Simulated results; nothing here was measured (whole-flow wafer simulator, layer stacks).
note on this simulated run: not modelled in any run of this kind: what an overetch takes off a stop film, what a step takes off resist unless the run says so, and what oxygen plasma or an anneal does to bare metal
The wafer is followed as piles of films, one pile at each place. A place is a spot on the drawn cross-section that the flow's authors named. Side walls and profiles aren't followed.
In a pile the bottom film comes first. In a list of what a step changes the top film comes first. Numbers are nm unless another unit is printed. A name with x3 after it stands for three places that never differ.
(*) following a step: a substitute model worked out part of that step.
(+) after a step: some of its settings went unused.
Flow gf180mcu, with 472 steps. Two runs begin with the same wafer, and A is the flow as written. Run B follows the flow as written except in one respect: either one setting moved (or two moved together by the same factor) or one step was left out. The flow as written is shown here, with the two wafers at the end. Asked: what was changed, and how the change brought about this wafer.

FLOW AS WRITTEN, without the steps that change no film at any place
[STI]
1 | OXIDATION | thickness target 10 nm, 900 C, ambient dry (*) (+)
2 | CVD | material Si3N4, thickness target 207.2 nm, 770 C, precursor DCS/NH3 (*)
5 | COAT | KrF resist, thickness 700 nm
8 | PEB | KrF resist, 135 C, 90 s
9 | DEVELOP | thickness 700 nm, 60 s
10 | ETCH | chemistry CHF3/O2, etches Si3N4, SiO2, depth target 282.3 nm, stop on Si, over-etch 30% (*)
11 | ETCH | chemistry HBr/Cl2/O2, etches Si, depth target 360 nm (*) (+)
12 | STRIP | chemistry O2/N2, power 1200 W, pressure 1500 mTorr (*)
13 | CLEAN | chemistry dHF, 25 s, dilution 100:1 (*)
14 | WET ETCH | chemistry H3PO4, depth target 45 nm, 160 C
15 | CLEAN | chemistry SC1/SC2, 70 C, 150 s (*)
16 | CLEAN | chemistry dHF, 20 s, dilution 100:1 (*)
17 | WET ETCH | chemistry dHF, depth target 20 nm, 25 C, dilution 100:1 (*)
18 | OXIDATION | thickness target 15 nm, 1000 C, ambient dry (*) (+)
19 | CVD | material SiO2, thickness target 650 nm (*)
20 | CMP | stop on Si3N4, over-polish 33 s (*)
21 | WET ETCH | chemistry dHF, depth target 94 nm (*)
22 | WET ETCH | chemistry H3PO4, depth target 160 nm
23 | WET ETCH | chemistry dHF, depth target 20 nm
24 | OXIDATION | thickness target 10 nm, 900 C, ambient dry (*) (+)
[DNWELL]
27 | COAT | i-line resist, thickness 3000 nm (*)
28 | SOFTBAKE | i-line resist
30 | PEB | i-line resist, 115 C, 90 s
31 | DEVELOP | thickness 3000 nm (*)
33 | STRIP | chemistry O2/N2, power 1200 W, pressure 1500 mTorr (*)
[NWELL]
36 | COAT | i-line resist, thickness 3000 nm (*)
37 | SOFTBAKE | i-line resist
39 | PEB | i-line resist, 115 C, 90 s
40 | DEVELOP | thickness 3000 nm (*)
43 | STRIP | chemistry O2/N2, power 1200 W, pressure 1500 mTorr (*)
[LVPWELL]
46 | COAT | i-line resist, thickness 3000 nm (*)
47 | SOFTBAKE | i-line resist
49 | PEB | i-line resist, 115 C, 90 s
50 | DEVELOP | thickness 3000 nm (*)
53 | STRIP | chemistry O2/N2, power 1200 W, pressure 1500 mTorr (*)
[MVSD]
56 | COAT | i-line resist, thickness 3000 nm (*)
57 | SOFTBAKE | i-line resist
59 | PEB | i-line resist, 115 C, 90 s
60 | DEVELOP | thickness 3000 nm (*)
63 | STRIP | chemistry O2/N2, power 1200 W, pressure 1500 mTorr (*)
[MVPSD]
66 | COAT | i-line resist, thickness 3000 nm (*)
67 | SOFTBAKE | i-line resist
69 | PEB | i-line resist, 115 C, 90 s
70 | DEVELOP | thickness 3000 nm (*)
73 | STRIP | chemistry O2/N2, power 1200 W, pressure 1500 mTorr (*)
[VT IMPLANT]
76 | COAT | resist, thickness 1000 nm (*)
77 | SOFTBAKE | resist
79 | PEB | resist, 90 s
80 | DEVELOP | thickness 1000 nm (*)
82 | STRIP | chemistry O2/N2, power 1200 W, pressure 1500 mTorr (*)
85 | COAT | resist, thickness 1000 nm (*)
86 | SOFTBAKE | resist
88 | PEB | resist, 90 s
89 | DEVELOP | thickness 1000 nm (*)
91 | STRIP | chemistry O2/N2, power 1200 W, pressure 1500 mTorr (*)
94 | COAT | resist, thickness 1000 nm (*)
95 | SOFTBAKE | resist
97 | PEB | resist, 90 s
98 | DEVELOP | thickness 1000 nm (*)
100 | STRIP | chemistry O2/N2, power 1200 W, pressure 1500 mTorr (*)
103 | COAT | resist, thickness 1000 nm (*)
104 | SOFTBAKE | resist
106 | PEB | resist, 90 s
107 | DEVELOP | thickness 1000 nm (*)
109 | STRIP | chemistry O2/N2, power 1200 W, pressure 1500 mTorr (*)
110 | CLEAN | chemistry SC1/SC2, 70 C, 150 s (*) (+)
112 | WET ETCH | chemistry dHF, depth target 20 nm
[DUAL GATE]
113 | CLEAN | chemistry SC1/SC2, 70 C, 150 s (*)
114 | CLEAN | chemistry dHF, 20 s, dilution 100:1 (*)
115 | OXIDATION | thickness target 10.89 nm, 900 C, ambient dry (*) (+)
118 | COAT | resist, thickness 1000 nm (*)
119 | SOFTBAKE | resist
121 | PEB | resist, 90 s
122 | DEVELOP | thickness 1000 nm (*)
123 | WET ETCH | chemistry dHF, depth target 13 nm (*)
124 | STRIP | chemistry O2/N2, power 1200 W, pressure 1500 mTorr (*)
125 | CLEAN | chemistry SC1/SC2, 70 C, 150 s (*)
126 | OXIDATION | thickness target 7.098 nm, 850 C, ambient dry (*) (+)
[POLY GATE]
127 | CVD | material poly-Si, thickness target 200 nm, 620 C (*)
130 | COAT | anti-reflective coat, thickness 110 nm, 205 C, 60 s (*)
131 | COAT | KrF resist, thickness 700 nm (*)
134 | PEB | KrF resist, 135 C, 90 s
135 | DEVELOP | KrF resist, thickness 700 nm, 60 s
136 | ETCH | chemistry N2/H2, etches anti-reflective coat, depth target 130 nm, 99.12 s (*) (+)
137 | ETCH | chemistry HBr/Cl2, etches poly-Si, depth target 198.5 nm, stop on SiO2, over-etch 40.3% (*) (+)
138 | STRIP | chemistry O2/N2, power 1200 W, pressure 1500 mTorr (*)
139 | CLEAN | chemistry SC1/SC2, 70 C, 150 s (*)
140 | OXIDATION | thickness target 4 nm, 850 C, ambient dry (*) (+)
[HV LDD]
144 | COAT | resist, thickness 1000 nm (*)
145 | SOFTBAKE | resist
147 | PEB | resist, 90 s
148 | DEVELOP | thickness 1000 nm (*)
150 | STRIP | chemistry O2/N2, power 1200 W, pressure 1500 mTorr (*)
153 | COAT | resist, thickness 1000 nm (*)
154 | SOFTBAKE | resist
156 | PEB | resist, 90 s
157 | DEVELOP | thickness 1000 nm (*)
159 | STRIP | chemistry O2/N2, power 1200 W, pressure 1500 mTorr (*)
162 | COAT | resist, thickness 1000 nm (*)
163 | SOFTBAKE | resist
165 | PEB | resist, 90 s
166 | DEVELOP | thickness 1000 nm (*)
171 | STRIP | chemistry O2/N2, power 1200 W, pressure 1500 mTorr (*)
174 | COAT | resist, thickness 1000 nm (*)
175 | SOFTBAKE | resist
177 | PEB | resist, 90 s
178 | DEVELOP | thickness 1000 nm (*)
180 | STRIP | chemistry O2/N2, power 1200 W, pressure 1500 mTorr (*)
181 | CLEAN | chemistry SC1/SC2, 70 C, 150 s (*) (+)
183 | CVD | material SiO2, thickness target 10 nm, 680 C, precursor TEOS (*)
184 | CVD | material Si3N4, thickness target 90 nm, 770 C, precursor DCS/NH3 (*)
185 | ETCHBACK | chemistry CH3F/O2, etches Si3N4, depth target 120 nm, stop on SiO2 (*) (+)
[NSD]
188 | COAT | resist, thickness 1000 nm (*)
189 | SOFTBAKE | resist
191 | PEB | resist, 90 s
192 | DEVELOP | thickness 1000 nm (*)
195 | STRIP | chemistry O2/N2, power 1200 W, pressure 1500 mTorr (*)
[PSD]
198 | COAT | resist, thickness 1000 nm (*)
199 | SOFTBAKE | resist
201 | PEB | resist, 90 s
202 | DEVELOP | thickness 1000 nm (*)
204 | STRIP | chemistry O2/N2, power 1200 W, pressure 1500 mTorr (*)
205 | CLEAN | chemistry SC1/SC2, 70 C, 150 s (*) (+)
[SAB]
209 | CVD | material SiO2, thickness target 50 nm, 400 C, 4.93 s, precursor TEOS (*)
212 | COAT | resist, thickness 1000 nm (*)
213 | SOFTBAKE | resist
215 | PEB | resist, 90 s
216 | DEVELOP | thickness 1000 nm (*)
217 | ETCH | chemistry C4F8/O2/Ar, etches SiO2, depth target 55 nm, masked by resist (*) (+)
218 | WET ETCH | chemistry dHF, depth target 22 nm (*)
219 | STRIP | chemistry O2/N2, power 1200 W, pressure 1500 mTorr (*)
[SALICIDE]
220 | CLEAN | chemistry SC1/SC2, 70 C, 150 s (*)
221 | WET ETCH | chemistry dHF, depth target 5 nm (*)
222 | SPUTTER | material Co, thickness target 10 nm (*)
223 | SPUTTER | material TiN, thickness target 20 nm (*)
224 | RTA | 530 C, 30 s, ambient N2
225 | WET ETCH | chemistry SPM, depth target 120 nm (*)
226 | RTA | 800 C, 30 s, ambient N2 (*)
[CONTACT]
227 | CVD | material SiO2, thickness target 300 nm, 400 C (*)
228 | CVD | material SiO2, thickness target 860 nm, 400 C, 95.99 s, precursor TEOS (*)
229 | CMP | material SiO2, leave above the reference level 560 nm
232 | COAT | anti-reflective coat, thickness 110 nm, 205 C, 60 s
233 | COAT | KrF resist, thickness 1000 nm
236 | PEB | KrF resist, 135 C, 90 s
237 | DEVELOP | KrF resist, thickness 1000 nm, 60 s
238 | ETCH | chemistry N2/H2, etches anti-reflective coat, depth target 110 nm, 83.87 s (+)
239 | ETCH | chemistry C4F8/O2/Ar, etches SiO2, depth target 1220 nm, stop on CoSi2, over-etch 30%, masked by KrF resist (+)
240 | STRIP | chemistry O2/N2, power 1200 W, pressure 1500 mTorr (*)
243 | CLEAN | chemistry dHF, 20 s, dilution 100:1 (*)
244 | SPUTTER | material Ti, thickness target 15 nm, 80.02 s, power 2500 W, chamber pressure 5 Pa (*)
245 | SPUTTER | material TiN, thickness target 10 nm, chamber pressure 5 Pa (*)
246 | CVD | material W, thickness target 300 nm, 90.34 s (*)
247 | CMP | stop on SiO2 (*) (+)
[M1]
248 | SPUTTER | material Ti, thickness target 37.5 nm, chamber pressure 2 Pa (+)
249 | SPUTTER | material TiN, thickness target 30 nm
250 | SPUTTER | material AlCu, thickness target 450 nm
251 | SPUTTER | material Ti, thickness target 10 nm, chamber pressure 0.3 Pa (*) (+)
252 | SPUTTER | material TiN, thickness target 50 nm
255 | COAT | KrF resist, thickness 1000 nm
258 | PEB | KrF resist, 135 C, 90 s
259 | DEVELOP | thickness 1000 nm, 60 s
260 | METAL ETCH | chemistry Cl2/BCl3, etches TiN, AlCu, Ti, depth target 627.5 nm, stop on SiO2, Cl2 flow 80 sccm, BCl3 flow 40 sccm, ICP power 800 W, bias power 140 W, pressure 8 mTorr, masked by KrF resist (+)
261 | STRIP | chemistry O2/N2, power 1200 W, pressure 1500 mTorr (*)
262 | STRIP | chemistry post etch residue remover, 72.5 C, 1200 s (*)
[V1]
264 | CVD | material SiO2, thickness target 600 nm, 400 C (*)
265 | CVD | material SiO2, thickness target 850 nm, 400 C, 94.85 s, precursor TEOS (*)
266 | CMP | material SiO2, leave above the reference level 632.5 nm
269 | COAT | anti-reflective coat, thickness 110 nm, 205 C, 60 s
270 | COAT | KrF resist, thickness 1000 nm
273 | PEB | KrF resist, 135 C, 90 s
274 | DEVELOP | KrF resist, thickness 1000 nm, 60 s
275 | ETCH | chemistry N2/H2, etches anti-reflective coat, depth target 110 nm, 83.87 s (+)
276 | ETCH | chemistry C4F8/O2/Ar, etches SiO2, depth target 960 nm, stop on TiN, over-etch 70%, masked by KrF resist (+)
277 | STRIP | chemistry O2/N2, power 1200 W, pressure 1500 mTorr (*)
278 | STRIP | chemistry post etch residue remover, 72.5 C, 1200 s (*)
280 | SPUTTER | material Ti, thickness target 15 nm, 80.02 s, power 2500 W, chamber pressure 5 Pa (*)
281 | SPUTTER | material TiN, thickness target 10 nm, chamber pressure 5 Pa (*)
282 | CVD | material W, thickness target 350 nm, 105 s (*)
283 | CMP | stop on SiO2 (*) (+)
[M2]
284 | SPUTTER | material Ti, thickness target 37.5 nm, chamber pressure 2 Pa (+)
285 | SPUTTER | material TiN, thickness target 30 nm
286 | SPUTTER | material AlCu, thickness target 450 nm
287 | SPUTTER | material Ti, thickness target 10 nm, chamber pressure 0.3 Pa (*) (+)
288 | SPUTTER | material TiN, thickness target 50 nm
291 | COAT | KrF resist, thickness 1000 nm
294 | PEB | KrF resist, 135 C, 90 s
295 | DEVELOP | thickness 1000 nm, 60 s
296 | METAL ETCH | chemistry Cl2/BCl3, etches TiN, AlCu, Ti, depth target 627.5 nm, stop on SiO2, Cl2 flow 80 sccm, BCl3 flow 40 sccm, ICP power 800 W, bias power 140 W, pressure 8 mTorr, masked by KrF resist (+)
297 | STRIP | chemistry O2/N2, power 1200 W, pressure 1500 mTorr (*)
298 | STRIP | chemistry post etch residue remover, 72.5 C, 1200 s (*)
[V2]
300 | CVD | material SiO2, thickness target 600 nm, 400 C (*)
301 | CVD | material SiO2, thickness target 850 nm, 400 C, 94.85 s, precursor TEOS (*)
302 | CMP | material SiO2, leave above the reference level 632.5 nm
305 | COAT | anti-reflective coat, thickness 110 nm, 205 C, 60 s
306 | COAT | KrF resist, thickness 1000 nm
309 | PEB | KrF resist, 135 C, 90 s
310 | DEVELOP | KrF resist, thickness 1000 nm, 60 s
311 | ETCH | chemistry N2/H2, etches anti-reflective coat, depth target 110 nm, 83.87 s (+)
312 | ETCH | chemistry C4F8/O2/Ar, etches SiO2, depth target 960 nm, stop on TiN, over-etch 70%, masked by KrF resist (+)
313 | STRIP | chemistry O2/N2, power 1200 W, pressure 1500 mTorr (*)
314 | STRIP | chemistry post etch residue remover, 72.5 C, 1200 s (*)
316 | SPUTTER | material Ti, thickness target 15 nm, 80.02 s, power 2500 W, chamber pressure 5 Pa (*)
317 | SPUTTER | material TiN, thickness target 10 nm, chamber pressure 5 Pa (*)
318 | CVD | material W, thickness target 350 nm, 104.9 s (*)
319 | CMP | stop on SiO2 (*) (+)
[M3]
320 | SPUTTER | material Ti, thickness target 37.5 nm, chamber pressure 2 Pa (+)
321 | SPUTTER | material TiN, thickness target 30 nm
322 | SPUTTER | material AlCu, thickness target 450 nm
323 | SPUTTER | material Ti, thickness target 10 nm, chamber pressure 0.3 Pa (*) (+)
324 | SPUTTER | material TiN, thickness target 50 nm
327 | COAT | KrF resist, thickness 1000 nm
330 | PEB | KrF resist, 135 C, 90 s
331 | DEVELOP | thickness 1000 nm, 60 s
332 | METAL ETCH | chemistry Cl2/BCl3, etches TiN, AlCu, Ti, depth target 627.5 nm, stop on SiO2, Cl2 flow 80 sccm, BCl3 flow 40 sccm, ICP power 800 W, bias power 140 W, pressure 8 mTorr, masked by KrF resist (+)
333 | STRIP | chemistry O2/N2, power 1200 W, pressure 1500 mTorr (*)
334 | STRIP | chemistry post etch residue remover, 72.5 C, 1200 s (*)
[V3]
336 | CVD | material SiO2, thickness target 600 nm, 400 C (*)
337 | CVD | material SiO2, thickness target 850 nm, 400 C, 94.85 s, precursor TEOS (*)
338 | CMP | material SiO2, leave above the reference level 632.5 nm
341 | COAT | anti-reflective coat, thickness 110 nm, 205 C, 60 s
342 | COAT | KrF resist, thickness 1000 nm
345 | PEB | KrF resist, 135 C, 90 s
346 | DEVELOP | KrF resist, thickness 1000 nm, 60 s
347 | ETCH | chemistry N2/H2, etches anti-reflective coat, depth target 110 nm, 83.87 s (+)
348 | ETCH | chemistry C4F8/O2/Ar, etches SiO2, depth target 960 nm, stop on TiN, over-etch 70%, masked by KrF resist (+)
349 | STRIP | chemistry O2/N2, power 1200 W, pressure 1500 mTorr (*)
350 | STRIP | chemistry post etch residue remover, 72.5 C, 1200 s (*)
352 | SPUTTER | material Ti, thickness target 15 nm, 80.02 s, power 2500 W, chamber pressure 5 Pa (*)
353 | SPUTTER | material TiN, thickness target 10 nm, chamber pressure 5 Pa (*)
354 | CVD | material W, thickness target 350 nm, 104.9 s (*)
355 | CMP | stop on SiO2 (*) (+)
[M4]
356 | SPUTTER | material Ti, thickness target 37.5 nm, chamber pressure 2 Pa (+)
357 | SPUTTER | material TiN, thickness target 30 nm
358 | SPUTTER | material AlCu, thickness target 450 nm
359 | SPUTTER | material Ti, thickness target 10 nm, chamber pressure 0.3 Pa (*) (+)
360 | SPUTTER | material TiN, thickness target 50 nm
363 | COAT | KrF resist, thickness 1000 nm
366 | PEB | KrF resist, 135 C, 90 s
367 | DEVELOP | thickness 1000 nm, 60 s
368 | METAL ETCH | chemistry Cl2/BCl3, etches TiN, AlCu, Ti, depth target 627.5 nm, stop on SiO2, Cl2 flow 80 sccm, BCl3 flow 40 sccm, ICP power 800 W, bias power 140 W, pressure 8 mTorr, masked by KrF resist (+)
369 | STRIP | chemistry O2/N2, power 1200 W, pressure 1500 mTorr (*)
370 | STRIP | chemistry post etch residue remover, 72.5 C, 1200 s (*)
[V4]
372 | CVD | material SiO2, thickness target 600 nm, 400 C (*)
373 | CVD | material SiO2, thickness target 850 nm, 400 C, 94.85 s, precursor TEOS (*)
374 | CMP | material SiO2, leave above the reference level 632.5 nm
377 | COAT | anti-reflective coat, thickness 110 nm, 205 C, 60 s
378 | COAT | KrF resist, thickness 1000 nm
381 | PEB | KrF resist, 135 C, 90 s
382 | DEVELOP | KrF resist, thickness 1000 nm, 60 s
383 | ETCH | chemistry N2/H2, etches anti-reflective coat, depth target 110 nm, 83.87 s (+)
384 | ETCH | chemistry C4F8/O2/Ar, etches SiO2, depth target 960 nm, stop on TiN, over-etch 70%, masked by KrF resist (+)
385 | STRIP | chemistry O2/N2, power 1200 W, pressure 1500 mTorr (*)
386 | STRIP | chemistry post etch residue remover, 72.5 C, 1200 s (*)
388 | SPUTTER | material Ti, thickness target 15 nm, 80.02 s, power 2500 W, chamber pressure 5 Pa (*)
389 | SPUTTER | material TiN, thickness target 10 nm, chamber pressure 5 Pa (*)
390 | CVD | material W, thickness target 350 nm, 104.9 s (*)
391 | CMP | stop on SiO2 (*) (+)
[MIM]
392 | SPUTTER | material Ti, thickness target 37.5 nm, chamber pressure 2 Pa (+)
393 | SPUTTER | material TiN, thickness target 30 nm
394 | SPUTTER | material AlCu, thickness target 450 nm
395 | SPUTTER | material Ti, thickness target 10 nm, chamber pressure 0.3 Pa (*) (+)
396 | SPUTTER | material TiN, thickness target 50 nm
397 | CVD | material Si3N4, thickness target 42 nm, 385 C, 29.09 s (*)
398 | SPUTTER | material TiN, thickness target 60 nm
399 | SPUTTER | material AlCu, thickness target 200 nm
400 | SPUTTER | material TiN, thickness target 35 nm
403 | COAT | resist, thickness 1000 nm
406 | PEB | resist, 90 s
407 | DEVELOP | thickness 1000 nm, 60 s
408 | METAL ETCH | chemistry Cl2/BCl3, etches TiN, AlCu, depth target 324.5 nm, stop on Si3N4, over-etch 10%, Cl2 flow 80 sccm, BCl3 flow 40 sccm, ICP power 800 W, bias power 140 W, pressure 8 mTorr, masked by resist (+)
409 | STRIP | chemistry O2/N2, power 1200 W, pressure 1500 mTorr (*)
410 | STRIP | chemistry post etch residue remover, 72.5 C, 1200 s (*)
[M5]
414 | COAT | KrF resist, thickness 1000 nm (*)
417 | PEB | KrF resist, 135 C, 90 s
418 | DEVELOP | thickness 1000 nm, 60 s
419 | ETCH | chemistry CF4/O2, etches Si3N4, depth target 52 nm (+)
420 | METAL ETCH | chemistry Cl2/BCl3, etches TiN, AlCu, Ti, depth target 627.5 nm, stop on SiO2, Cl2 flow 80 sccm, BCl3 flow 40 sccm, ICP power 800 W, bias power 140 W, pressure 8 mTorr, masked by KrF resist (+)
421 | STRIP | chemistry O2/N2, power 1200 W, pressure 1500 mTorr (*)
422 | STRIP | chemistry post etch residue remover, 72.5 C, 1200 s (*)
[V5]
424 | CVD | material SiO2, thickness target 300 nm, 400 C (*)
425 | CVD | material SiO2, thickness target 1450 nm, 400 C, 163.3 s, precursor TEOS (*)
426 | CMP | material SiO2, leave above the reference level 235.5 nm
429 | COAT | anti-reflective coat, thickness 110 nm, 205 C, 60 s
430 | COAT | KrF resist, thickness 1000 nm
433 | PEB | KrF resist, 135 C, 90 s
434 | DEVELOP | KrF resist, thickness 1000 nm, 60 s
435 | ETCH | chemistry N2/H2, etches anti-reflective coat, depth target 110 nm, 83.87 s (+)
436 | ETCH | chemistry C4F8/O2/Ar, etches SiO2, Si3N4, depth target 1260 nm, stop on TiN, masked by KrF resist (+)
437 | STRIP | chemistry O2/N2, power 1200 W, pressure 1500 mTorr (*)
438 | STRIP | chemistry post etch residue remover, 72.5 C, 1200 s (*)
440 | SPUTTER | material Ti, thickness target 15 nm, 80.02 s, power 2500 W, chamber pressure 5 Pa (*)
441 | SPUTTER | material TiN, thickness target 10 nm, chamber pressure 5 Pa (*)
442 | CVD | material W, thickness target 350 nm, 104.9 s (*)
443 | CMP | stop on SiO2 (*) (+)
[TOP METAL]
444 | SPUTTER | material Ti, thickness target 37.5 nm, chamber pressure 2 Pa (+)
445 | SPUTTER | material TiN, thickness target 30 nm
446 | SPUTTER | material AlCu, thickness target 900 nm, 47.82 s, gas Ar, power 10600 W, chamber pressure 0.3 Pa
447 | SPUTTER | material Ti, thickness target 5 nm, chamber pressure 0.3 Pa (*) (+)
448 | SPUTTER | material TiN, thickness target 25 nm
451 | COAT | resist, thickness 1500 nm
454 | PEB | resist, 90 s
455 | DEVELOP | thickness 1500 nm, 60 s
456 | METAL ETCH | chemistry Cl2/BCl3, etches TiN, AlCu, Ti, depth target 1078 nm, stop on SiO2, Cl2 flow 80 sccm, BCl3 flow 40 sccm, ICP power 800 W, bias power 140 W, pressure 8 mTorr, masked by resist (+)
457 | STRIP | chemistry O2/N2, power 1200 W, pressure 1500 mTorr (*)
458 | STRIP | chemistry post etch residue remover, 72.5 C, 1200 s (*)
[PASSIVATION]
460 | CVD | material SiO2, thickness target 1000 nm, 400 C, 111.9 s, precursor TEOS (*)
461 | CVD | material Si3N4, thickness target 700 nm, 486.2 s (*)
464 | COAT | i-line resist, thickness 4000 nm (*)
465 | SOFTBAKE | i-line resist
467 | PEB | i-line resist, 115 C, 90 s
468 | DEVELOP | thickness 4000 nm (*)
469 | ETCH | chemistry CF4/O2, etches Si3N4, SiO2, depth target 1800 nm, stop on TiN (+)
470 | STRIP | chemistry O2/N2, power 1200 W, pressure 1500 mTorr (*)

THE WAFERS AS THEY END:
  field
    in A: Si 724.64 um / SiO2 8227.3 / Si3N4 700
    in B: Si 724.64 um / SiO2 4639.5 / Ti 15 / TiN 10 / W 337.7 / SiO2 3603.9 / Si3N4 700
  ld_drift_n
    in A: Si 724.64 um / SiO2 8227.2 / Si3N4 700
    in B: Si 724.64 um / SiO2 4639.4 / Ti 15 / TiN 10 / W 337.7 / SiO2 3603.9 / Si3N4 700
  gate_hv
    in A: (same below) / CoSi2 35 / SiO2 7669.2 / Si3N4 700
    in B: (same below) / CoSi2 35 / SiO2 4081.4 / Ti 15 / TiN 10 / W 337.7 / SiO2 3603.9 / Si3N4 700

What caused this: step 355, CMP: stop on SiO2 (*) (+), was skipped.

Step by step, how the change led to this:
  368 | METAL ETCH | chemistry Cl2/BCl3, etches TiN, AlCu, Ti, depth target 627.5 nm, stop on SiO2, Cl2 flow 80 sccm, BCl3 flow 40 sccm, ICP power 800 W, bias power 140 W, pressure 8 mTorr, masked by KrF resist (+)
      field, field__w1, field__w2 and 103 more: A -50 TiN (all of it), -10 Ti (all of it), -450 AlCu (all of it), -30 TiN (all of it), -37.5 Ti (all of it) | B -50 TiN (all of it), -10 Ti (all of it), -450 AlCu (all of it), -30 TiN (all of it), -37.5 Ti (all of it), -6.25 W
  370 | STRIP | chemistry post etch residue remover, 72.5 C, 1200 s (*)
      field, field__w1, field__w2 and 103 more: A nothing | B -6.01 W
  372 | CVD | material SiO2, thickness target 600 nm, 400 C (*)
      field, field__w1, field__w2 and 103 more: A +600 SiO2 | B +600 SiO2 (new film)
  374 | CMP | material SiO2, leave above the reference level 632.5 nm
      field, field__w1, field__w2 and 103 more: A -300 SiO2 | B -287.7 SiO2
If metal films that touch count as one body, field has 1 body; the flow as written gives 0 bodies.
If metal films that touch count as one body, ld_drift_n has 1 body; the flow as written gives 0 bodies.
If metal films that touch count as one body, gate_hv has 2 bodies (between them, from the top down: SiO2 4081.4); the flow as written gives 1 body.
